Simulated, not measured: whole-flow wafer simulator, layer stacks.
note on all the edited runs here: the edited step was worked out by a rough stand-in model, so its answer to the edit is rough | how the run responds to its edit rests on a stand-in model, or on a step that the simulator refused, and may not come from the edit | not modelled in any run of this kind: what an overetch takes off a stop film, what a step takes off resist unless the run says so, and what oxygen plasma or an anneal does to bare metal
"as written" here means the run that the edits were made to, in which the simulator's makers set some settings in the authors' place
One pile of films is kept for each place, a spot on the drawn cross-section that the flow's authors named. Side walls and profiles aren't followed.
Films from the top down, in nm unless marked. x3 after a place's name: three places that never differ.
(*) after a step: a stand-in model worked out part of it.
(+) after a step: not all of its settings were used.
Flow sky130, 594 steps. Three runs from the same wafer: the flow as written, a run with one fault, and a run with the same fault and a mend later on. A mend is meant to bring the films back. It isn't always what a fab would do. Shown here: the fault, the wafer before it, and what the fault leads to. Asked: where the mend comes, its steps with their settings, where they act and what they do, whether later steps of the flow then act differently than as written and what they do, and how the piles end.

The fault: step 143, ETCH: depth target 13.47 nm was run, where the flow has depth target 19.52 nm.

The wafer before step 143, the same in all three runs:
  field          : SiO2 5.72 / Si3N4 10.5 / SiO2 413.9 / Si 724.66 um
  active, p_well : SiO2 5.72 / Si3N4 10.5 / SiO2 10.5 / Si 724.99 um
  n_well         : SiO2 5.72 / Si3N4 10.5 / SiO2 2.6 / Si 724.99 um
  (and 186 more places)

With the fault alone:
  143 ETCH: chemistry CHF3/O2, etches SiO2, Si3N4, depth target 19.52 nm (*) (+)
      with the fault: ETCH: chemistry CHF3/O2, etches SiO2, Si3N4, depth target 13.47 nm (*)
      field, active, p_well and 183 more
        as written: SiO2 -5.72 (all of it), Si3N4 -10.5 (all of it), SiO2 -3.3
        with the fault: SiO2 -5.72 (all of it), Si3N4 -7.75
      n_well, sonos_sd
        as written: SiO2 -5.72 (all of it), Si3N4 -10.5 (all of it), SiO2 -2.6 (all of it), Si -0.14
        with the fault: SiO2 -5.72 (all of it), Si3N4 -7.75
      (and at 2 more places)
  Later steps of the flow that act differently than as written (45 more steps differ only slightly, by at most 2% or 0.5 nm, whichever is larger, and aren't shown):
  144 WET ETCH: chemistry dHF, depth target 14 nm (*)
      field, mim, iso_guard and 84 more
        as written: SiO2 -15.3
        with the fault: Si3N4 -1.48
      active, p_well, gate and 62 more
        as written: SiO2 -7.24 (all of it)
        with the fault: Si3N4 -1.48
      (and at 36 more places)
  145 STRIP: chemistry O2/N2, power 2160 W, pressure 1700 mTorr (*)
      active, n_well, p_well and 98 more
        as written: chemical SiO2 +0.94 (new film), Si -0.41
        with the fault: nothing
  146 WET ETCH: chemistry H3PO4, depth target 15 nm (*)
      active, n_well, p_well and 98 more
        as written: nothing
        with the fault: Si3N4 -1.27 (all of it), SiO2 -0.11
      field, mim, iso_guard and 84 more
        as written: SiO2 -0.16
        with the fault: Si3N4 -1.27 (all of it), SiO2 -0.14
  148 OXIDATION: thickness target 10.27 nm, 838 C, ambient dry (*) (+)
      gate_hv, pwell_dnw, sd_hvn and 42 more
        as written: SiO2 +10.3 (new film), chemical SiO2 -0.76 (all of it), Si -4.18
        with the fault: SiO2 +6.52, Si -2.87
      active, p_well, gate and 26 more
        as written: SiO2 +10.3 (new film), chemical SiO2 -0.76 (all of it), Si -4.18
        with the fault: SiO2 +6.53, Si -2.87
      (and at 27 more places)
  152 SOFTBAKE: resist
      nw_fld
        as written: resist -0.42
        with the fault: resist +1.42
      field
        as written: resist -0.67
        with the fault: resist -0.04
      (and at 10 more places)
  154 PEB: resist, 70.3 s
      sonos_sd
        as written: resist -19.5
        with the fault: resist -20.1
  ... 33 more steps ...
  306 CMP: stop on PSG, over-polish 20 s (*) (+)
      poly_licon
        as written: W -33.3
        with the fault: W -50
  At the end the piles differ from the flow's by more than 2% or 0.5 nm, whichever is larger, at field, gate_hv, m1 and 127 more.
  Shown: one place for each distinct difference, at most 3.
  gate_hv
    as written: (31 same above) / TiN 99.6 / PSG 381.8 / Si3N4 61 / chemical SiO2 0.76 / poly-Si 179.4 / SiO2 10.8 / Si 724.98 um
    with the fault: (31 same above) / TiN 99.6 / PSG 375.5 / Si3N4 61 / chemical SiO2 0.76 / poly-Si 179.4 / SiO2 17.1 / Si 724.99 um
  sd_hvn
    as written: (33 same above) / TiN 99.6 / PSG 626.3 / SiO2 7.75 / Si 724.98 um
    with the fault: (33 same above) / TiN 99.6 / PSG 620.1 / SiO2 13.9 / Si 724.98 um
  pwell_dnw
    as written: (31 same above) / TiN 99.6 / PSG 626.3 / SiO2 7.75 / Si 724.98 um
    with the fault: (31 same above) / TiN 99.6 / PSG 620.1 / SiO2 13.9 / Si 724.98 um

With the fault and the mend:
  The mend comes after step 143.
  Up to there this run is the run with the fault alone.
  143a ETCH: chemistry CHF3/O2, etches SiO2, Si3N4, depth target 6.051 nm (*) (+) (the flow's step 143 once more, with other settings)
      field, active, p_well and 183 more
        Si3N4 -2.75 (all of it), SiO2 -3.3
      n_well, sonos_sd
        Si3N4 -2.75 (all of it), SiO2 -2.6 (all of it), Si -0.14
      sonos_cell, sonos_cell_x
        resist -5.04
  No later step of the flow acts differently than as written, at any place that is followed, by more than 2% or 0.5 nm, whichever is larger.
  At the end the piles are the same as the flow's at every place that both follow.
